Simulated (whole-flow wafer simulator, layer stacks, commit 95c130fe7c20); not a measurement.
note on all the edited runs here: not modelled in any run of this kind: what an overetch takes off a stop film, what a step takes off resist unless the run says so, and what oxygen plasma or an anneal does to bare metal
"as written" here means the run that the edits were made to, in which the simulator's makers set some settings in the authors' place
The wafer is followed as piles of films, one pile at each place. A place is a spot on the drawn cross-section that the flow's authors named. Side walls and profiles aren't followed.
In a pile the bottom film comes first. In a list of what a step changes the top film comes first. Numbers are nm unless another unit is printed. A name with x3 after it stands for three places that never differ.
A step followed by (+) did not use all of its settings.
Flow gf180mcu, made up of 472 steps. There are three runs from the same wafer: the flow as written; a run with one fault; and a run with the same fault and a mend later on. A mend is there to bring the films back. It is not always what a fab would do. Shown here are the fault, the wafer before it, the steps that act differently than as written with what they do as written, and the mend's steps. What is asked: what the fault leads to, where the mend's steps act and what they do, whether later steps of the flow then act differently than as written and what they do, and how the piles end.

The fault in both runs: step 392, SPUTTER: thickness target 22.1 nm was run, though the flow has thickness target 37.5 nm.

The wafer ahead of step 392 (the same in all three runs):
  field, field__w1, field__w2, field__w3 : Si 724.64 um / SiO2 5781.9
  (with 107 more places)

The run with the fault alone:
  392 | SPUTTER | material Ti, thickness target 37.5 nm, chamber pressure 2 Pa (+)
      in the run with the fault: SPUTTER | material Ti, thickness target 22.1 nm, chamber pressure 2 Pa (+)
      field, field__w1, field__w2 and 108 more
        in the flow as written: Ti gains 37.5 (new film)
        in the run with the fault: Ti gains 22.1 (new film)
  Steps later in the flow that act otherwise than as written (1 more step, not shown, differs only slightly: by at most 2% or 0.5 nm, whichever is larger):
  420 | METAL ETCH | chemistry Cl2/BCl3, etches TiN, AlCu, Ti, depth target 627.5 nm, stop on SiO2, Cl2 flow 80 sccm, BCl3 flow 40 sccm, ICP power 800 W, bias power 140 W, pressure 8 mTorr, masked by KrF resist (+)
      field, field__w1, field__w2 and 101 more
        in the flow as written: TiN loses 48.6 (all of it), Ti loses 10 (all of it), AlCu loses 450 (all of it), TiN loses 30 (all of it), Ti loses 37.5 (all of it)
        in the run with the fault: TiN loses 48.6 (all of it), Ti loses 10 (all of it), AlCu loses 450 (all of it), TiN loses 30 (all of it), Ti loses 22.1 (all of it)
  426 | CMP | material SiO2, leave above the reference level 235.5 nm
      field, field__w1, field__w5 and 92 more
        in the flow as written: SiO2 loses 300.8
        in the run with the fault: SiO2 loses 316.2
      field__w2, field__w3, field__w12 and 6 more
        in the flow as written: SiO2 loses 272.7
        in the run with the fault: SiO2 loses 288.8
  The piles end different from the flow's at field__w4, field__w8, contact, m1, m1__w1, mim, mim_1p0, m1_nw by more than 2% or 0.5 nm, whichever is larger.
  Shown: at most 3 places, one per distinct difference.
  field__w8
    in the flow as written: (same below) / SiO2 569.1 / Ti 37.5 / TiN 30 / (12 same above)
    in the run with the fault: (same below) / SiO2 569.1 / Ti 22.1 / TiN 30 / (12 same above)
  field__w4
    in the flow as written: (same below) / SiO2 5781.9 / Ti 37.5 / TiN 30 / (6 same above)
    in the run with the fault: (same below) / SiO2 5781.9 / Ti 22.1 / TiN 30 / (6 same above)
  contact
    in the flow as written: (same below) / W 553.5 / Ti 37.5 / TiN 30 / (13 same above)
    in the run with the fault: (same below) / W 553.5 / Ti 22.1 / TiN 30 / (13 same above)

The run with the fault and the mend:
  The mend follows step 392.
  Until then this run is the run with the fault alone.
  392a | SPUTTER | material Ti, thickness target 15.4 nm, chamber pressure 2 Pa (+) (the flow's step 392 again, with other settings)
      field, field__w1, field__w2 and 108 more
        Ti gains 15.4
  Every later step of the flow that is run acts as written at every place that is followed.
  The piles end the same as the flow's at every place that both follow.
